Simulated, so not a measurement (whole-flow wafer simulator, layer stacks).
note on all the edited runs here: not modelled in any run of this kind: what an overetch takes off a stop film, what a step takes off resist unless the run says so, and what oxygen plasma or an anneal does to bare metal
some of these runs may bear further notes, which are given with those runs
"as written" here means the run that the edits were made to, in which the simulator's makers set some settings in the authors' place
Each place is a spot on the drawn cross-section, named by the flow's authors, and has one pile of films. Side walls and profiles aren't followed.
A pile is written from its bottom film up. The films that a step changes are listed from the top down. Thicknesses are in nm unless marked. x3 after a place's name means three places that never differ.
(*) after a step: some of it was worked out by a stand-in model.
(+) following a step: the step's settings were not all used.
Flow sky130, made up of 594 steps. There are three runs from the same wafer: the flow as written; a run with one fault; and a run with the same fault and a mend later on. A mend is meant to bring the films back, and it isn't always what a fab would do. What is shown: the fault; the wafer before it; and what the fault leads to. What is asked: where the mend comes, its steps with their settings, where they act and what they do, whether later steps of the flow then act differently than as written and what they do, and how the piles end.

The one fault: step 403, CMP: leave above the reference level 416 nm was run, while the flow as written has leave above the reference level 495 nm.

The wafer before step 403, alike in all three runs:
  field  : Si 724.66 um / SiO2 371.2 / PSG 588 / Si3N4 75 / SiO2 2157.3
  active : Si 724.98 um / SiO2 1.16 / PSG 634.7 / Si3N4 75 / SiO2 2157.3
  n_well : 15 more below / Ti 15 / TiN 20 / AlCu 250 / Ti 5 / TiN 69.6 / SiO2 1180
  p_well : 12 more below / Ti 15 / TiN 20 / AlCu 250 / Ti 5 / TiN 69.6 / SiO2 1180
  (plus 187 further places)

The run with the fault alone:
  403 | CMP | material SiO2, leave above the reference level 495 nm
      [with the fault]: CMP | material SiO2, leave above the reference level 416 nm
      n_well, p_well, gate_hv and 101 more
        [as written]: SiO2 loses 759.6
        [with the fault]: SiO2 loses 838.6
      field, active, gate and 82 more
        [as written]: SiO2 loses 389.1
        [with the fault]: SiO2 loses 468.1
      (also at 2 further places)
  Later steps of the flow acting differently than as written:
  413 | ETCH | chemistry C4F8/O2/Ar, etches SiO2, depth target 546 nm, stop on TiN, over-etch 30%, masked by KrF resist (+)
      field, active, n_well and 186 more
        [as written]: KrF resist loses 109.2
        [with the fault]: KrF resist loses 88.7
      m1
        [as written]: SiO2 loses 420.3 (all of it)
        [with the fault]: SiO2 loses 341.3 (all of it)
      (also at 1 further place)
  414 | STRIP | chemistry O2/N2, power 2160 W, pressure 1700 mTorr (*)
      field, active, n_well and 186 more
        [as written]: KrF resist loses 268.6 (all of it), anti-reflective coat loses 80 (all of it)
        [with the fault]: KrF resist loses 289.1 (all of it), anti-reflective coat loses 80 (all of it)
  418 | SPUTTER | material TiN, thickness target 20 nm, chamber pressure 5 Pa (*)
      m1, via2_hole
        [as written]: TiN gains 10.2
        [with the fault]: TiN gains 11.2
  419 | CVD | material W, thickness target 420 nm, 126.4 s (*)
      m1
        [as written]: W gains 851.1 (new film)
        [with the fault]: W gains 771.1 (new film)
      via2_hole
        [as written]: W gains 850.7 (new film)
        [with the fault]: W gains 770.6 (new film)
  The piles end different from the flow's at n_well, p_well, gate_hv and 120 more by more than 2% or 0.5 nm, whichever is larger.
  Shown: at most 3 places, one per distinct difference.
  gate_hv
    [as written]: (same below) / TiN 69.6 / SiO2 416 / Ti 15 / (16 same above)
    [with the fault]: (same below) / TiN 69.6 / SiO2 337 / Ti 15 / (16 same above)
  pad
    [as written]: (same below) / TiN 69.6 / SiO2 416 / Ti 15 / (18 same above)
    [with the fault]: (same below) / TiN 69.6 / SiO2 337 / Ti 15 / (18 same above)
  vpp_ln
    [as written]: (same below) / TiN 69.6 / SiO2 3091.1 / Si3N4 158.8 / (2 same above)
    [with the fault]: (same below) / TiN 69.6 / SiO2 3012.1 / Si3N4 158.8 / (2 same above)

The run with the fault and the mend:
  The mend stands after step 403.
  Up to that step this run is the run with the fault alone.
  403a | HDPCVD | thickness target 79 nm (*) (the flow's step 402 again, with other settings)
      field, active, n_well and 188 more
        SiO2 gains 79
  None of the later steps of the flow differs from how it acts as written, at any place that is followed, by more than 2% or 0.5 nm, whichever is larger.
  By the end, the piles equal the flow's at every place that both follow.
